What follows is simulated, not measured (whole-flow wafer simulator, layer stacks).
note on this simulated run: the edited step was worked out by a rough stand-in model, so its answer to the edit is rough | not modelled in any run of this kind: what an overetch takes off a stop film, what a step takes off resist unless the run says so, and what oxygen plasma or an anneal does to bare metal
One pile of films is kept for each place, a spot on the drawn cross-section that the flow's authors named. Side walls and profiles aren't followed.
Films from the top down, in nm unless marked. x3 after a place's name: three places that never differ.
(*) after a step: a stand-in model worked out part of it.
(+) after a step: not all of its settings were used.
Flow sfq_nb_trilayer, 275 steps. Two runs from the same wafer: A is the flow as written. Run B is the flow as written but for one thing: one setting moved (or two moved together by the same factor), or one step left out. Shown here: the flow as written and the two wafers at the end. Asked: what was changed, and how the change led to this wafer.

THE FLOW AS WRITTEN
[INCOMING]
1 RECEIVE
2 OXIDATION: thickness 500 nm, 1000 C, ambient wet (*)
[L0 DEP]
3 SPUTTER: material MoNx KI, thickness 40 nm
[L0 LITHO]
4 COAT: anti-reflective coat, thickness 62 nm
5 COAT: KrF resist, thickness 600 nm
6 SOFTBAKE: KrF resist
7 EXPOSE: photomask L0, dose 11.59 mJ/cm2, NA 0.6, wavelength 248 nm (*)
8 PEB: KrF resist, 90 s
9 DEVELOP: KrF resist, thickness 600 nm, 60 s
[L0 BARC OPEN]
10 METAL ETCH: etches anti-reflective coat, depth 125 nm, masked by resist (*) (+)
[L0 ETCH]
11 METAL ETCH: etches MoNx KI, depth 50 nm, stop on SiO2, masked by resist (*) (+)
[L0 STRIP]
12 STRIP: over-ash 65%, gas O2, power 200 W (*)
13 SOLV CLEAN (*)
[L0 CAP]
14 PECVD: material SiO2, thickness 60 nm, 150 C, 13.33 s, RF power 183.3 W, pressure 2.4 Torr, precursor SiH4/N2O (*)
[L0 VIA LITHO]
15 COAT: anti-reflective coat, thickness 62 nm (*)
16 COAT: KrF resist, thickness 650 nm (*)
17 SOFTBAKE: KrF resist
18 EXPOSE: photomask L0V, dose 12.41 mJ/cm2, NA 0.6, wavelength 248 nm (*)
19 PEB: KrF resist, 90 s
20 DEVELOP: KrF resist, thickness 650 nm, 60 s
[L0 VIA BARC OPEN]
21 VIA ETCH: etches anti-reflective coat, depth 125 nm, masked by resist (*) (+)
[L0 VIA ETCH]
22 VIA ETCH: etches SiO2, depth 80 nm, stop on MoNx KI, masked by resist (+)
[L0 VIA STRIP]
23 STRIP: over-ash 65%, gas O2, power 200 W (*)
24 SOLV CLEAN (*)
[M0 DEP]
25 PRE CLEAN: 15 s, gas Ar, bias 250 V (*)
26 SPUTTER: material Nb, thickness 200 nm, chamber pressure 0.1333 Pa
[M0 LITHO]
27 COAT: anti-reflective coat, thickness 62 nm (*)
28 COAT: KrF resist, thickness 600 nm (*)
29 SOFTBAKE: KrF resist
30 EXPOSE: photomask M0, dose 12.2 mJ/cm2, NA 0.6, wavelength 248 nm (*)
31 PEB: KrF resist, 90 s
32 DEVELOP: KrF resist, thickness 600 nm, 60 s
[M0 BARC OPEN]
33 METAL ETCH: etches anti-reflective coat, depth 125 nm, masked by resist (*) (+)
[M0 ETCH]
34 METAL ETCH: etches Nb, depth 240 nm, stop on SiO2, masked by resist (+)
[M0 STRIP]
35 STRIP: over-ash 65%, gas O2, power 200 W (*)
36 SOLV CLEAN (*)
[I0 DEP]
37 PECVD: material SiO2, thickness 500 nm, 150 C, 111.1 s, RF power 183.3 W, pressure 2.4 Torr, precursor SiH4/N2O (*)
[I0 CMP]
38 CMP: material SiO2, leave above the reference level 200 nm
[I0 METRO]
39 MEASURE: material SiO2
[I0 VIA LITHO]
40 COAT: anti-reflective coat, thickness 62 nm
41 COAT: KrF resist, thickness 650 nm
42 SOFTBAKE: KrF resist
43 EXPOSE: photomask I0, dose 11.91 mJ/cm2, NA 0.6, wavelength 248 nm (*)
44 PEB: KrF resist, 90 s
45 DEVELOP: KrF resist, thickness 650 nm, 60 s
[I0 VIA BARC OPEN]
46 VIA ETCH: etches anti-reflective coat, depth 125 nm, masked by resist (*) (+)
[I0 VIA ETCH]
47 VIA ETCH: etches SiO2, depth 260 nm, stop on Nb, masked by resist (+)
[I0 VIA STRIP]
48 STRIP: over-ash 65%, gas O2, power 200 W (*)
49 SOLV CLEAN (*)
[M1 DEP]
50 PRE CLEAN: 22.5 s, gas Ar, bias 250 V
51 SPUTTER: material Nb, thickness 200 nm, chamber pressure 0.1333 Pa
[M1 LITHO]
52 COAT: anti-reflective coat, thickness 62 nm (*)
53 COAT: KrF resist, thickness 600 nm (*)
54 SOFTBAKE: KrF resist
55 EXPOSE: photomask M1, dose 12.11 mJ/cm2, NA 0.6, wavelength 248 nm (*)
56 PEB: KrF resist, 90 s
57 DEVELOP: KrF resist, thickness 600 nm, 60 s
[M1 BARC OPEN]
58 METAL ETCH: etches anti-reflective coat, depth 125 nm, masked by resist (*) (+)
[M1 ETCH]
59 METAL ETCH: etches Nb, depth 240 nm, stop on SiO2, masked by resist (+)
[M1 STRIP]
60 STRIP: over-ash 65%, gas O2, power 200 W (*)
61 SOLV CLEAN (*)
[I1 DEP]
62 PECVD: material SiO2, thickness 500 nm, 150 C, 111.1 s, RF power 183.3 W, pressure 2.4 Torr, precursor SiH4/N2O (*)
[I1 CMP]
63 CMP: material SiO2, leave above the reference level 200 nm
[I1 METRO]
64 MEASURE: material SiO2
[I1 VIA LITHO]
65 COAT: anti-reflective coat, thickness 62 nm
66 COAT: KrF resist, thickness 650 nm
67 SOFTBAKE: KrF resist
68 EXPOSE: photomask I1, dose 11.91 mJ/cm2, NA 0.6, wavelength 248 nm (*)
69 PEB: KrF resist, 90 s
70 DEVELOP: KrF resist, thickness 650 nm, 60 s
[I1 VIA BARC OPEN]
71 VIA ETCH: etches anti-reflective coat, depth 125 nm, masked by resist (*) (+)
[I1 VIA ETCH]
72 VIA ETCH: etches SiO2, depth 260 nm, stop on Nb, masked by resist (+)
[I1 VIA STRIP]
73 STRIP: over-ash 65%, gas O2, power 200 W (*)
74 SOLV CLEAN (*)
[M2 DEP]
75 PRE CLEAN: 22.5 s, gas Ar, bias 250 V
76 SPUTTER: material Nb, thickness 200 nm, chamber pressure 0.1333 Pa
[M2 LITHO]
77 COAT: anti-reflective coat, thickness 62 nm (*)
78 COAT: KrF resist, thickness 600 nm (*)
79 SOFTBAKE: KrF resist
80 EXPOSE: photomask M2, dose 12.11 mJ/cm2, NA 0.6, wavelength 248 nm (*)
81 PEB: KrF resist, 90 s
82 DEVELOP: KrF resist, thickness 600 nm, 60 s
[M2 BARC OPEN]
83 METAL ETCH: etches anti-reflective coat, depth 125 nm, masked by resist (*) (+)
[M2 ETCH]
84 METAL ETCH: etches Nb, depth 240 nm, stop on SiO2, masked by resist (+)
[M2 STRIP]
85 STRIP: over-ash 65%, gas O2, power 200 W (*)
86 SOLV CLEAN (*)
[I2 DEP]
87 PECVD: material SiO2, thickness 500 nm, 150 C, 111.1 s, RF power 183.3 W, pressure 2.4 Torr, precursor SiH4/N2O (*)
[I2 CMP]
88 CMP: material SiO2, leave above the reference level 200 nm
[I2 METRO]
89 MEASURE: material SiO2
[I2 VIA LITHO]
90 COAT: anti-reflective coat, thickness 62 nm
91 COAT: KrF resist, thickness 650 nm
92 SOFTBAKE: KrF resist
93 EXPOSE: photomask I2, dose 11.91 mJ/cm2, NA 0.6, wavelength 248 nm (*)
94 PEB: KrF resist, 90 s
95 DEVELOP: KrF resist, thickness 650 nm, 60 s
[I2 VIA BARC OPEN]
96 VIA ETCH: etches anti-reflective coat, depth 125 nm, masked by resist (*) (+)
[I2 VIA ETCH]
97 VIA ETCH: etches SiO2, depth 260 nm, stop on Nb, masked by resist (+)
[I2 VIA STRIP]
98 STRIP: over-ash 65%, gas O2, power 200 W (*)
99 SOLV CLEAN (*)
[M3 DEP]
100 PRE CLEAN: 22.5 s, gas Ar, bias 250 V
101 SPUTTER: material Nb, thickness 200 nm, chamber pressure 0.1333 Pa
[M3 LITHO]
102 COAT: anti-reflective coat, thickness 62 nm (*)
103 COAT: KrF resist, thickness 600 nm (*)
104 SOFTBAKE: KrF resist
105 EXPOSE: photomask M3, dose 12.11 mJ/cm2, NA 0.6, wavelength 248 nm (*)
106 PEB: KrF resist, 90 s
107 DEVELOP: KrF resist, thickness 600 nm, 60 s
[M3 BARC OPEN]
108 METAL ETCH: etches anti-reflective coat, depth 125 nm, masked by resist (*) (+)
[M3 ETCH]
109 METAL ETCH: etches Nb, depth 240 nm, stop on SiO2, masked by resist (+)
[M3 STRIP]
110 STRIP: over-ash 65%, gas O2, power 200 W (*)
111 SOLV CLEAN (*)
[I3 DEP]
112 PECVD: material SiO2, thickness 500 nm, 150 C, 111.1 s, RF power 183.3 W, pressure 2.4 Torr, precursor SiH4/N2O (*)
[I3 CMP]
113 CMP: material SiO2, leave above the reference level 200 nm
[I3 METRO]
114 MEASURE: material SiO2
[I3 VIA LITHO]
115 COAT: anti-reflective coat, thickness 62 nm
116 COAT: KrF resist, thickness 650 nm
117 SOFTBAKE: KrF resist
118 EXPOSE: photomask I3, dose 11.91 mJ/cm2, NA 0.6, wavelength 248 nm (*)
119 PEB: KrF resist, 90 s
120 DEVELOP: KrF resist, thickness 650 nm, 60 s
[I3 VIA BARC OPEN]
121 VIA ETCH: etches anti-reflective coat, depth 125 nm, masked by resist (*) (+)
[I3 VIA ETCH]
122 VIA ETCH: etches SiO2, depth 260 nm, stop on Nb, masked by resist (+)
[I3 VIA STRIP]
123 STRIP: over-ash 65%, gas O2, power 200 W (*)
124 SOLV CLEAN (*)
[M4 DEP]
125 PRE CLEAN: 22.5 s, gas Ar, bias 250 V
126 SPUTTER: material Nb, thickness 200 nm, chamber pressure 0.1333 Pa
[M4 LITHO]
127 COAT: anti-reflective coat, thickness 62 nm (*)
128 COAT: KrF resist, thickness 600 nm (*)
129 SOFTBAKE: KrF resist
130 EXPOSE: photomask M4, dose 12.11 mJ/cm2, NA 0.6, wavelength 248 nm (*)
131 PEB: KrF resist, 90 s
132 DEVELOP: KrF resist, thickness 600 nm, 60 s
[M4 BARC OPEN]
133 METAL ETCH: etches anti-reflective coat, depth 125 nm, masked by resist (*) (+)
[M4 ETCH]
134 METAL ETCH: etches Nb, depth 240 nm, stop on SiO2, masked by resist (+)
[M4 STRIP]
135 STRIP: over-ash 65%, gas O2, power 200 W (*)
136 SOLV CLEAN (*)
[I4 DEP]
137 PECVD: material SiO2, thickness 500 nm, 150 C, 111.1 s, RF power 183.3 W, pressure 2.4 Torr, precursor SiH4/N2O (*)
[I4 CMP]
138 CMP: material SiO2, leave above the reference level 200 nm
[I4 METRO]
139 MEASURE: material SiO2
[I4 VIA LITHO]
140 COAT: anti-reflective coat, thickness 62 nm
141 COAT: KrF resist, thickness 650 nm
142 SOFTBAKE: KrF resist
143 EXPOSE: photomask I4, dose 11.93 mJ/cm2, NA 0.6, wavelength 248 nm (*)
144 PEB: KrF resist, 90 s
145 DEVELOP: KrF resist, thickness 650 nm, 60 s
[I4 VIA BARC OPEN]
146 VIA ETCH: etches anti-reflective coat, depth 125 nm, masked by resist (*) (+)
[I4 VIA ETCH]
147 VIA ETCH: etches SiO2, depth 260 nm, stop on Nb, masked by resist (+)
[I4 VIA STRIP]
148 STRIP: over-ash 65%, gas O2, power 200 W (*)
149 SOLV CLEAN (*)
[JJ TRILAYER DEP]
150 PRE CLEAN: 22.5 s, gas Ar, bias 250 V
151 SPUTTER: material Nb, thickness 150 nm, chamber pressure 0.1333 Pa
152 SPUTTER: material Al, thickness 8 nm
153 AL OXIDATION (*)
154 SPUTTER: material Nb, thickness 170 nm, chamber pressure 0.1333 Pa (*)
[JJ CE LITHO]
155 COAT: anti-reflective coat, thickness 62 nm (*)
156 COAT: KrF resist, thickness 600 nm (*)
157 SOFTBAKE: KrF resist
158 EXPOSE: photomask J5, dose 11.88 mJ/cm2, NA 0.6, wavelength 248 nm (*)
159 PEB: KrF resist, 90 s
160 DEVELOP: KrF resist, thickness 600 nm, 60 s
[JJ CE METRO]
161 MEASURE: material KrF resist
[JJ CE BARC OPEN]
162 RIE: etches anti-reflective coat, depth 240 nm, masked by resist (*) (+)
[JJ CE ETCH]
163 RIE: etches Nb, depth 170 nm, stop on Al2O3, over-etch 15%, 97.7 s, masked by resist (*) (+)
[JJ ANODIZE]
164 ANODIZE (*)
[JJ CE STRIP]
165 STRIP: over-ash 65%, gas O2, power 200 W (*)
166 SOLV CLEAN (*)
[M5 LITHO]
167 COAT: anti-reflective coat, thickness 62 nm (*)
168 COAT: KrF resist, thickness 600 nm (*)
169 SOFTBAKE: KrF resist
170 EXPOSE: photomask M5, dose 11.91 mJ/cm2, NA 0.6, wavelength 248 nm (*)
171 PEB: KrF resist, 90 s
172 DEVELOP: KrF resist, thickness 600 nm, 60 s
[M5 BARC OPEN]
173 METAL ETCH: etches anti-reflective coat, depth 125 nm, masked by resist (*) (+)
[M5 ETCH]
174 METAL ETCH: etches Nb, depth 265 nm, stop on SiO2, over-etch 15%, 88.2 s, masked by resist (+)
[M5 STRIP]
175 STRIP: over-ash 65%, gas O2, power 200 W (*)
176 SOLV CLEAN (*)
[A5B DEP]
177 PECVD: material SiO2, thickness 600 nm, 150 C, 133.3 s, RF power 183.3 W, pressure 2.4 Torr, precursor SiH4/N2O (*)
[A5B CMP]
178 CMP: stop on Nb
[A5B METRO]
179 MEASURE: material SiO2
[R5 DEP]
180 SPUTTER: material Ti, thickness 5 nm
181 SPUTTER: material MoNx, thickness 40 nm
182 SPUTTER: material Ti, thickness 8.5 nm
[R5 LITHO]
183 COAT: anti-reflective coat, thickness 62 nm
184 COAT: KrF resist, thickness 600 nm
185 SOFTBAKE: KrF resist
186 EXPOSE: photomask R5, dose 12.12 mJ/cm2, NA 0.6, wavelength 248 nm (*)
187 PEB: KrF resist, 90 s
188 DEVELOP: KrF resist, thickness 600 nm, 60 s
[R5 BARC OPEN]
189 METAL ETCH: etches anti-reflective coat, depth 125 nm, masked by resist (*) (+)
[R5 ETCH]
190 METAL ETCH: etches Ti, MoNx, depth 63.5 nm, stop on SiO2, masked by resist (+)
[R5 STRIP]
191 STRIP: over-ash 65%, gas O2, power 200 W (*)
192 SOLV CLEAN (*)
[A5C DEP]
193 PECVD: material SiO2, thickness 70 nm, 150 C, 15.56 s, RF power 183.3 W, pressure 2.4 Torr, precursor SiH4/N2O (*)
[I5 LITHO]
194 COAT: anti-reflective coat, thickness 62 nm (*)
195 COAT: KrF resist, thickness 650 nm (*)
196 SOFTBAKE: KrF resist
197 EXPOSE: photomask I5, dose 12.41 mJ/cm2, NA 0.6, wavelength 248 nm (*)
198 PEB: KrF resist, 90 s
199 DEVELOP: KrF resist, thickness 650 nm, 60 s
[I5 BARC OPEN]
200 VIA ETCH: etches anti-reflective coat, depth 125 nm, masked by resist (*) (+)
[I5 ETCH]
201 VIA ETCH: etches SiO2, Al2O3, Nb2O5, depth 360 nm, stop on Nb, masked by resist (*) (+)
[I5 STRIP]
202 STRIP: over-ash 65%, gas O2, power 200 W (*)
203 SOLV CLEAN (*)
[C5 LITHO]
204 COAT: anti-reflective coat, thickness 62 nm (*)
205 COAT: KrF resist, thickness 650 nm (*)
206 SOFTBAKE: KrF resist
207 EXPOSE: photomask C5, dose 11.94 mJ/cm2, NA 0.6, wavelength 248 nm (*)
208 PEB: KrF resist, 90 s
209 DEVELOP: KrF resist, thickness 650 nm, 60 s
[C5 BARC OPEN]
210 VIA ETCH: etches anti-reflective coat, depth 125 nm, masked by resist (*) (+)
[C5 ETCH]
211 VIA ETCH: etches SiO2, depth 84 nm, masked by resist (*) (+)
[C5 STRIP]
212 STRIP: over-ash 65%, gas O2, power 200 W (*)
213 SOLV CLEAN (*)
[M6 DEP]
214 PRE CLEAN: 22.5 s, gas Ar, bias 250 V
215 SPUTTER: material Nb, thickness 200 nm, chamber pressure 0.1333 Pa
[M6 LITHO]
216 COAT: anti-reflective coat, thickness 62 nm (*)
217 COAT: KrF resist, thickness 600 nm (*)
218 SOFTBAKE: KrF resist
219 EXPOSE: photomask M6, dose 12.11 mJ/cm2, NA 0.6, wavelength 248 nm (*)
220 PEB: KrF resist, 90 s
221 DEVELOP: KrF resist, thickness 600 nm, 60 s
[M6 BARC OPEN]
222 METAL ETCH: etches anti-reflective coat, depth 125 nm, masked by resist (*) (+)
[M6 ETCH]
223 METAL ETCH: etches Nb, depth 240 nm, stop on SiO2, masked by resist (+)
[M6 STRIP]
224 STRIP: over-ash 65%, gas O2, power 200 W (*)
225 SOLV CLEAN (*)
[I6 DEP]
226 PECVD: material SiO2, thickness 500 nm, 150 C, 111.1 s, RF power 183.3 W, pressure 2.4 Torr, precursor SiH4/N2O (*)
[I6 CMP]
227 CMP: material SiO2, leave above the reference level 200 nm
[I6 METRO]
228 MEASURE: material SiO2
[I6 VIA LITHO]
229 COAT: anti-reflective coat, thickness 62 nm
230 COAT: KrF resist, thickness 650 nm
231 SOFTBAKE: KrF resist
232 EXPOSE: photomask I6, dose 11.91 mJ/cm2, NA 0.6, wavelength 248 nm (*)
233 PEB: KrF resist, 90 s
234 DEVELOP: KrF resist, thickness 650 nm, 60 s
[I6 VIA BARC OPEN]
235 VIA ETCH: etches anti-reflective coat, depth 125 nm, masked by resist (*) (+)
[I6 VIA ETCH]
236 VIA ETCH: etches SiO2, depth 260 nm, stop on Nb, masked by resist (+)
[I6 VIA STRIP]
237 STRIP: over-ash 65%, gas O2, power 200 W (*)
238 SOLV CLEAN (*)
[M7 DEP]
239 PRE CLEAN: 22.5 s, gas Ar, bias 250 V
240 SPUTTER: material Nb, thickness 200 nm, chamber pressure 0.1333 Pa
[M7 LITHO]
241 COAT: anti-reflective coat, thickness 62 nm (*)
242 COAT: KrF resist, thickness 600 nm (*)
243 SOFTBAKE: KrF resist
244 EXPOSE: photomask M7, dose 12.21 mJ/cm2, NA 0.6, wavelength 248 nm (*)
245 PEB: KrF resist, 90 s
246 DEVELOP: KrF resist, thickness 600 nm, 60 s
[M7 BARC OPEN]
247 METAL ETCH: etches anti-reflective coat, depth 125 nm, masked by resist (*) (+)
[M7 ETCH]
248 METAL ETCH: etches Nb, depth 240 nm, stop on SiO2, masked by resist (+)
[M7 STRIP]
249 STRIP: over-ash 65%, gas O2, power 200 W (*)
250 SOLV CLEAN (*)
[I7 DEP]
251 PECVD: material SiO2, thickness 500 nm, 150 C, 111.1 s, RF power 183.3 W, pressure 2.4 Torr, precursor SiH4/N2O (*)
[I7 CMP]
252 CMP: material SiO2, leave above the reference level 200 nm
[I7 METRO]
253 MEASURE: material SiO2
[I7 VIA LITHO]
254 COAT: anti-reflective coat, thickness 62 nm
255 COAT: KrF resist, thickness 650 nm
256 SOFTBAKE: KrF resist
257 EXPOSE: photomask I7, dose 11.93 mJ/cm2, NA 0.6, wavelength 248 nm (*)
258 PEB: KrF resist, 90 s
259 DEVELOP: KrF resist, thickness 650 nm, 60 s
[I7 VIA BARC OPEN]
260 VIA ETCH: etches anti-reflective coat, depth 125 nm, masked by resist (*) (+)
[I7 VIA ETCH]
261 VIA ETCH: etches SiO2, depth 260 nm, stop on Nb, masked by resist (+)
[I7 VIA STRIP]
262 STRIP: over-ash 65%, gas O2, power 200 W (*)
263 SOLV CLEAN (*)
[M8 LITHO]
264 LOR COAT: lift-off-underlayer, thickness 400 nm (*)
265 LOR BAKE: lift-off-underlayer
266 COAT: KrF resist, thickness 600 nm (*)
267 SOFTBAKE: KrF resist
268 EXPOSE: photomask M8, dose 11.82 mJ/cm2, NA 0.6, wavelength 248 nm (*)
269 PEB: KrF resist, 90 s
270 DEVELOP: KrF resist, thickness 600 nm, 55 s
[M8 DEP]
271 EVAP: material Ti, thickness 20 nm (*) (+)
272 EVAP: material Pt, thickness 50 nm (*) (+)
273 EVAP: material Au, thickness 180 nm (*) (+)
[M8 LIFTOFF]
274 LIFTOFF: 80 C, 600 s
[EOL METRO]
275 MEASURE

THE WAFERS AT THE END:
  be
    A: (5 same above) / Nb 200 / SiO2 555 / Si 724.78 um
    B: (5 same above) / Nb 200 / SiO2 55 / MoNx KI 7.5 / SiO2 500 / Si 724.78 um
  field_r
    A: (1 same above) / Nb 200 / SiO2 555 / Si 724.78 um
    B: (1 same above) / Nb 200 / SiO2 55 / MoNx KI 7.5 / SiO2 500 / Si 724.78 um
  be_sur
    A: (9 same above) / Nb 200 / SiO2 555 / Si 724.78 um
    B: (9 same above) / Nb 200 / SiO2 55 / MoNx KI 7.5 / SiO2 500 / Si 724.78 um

The cause: step 11, METAL ETCH: depth 32.5 nm was run, where the flow has depth 50 nm.

How the change led to this, step by step:
  11 METAL ETCH: etches MoNx KI, depth 50 nm, stop on SiO2, masked by resist (*) (+)
      v_sur, via_wl, via_w and 97 more: A MoNx KI -40 (all of it) | B MoNx KI -32.5
      field_l, l0_sur, l0v, l0r_line_l, l0r_line_c, l0r_line_r: A KrF resist -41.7 | B KrF resist -27.1
  12 STRIP: over-ash 65%, gas O2, power 200 W (*)
      field_l, l0_sur, l0v, l0r_line_l, l0r_line_c, l0r_line_r: A KrF resist -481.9 (all of it), anti-reflective coat -62 (all of it) | B KrF resist -496.5 (all of it), anti-reflective coat -62 (all of it)
  14 PECVD: material SiO2, thickness 60 nm, 150 C, 13.33 s, RF power 183.3 W, pressure 2.4 Torr, precursor SiH4/N2O (*)
      v_sur, via_wl, via_w and 97 more: A SiO2 +60 | B SiO2 +60 (new film)
  15 COAT: anti-reflective coat, thickness 62 nm (*)
      v_sur: A anti-reflective coat +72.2 (new film) | B anti-reflective coat +70.3 (new film)
      l0_sur: A anti-reflective coat +54.2 (new film) | B anti-reflective coat +55.5 (new film)
      (and at 1 more place)
  23 STRIP: over-ash 65%, gas O2, power 200 W (*)
      v_sur: A KrF resist -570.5 (all of it), anti-reflective coat -72.2 (all of it) | B KrF resist -568.3 (all of it), anti-reflective coat -70.3 (all of it)
      l0_sur: A KrF resist -552.8 (all of it), anti-reflective coat -54.2 (all of it) | B KrF resist -554.2 (all of it), anti-reflective coat -55.5 (all of it)
      (and at 1 more place)
  27 COAT: anti-reflective coat, thickness 62 nm (*)
      v_sur: A anti-reflective coat +72.3 (new film) | B anti-reflective coat +70.5 (new film)
      l0_sur: A anti-reflective coat +47.5 (new film) | B anti-reflective coat +48.5 (new film)
      (and at 1 more place)
  35 STRIP: over-ash 65%, gas O2, power 200 W (*)
      v_sur: A KrF resist -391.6 (all of it), anti-reflective coat -72.3 (all of it) | B KrF resist -389.8 (all of it), anti-reflective coat -70.5 (all of it)
      l0_sur: A KrF resist -372 (all of it), anti-reflective coat -47.5 (all of it) | B KrF resist -373.8 (all of it), anti-reflective coat -48.5 (all of it)
      (and at 1 more place)
  38 CMP: material SiO2, leave above the reference level 200 nm
      field_l, l0_sur, l0r_line_l, l0r_line_c, l0r_line_r: A SiO2 -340 | B SiO2 -332.5
      l0v: A SiO2 -277.8 | B SiO2 -270.3
Counting metal films that touch as one body, be has 4 bodies (between them, from the top down: SiO2 503.2; SiO2 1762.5; SiO2 55); the flow as written gives 3 bodies (between them, from the top down: SiO2 503.2; SiO2 1762.5).
Counting metal films that touch as one body, field_r has 2 bodies (between them, from the top down: SiO2 55); the flow as written gives 1 body.
Counting metal films that touch as one body, be_sur has 5 bodies (between them, from the top down: SiO2 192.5; SiO2 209 / Al2O3 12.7 / Nb2O5 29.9; SiO2 1762.5; SiO2 55); the flow as written gives 4 bodies (between them, from the top down: SiO2 192.5; SiO2 209 / Al2O3 12.7 / Nb2O5 29.9; SiO2 1762.5).
